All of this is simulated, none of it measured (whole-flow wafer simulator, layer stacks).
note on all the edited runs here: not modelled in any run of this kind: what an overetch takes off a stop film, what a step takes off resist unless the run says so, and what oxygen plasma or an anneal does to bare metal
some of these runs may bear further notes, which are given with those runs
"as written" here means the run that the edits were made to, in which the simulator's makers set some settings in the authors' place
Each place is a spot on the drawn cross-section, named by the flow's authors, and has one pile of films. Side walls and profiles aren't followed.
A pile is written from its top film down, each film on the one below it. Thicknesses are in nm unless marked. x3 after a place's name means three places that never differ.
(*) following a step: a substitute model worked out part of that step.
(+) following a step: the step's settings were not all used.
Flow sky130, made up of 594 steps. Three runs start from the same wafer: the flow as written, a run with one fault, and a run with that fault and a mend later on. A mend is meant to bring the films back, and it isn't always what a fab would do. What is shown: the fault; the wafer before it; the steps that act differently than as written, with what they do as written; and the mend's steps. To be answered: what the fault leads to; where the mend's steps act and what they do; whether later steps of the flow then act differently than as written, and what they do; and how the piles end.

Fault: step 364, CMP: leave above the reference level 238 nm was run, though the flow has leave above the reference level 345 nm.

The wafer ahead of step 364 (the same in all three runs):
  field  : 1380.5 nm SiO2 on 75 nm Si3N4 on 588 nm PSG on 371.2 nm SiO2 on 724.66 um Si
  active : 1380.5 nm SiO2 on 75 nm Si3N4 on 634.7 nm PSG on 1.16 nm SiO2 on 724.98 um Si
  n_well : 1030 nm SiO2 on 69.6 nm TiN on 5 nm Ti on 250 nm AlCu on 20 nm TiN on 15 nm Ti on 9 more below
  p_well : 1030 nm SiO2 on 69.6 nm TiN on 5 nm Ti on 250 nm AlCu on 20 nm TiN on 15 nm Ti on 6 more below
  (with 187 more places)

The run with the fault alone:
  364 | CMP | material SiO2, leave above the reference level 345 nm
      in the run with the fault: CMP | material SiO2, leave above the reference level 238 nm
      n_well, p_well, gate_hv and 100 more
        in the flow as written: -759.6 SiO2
        in the run with the fault: -866.6 SiO2
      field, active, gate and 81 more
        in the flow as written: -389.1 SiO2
        in the run with the fault: -496.1 SiO2
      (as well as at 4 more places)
  Later steps of the flow acting differently than as written (7 other steps are not shown; they differ only slightly, by no more than 2% or 0.5 nm, whichever is larger):
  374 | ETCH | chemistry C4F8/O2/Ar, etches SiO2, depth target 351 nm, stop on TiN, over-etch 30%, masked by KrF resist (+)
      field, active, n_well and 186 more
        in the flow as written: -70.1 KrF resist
        in the run with the fault: -42.3 KrF resist
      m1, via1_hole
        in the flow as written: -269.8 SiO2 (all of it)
        in the run with the fault: -162.8 SiO2 (all of it)
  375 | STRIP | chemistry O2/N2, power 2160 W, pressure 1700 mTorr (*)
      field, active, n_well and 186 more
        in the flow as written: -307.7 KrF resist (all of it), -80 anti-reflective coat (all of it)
        in the run with the fault: -335.5 KrF resist (all of it), -80 anti-reflective coat (all of it)
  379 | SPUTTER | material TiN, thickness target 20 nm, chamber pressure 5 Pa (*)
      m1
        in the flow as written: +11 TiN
        in the run with the fault: +13.2 TiN
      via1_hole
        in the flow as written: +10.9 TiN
        in the run with the fault: +13.2 TiN
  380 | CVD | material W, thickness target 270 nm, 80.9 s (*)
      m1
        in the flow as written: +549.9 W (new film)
        in the run with the fault: +440.6 W (new film)
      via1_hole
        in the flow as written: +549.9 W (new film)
        in the run with the fault: +440.7 W (new film)
  At field, active, n_well and 190 more, the piles at the end differ from the flow's by more than 2% or 0.5 nm, whichever is larger.
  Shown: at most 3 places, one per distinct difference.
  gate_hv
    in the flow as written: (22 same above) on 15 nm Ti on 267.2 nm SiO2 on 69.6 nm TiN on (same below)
    in the run with the fault: (22 same above) on 15 nm Ti on 160.2 nm SiO2 on 69.6 nm TiN on (same below)
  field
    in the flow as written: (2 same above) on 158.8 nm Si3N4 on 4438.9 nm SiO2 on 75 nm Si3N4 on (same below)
    in the run with the fault: (2 same above) on 158.8 nm Si3N4 on 4331.9 nm SiO2 on 75 nm Si3N4 on (same below)
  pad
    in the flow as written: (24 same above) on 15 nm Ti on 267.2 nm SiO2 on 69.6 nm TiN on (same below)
    in the run with the fault: (24 same above) on 15 nm Ti on 160.2 nm SiO2 on 69.6 nm TiN on (same below)

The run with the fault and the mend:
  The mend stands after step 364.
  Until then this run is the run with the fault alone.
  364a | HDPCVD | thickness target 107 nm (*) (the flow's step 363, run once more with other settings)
      field, active, n_well and 188 more
        +107 SiO2
  Every later step of the flow that is run acts as written, at every place that is followed, to within 2% or 0.5 nm, whichever is larger.
  The piles end the same as the flow's at every place that both follow.
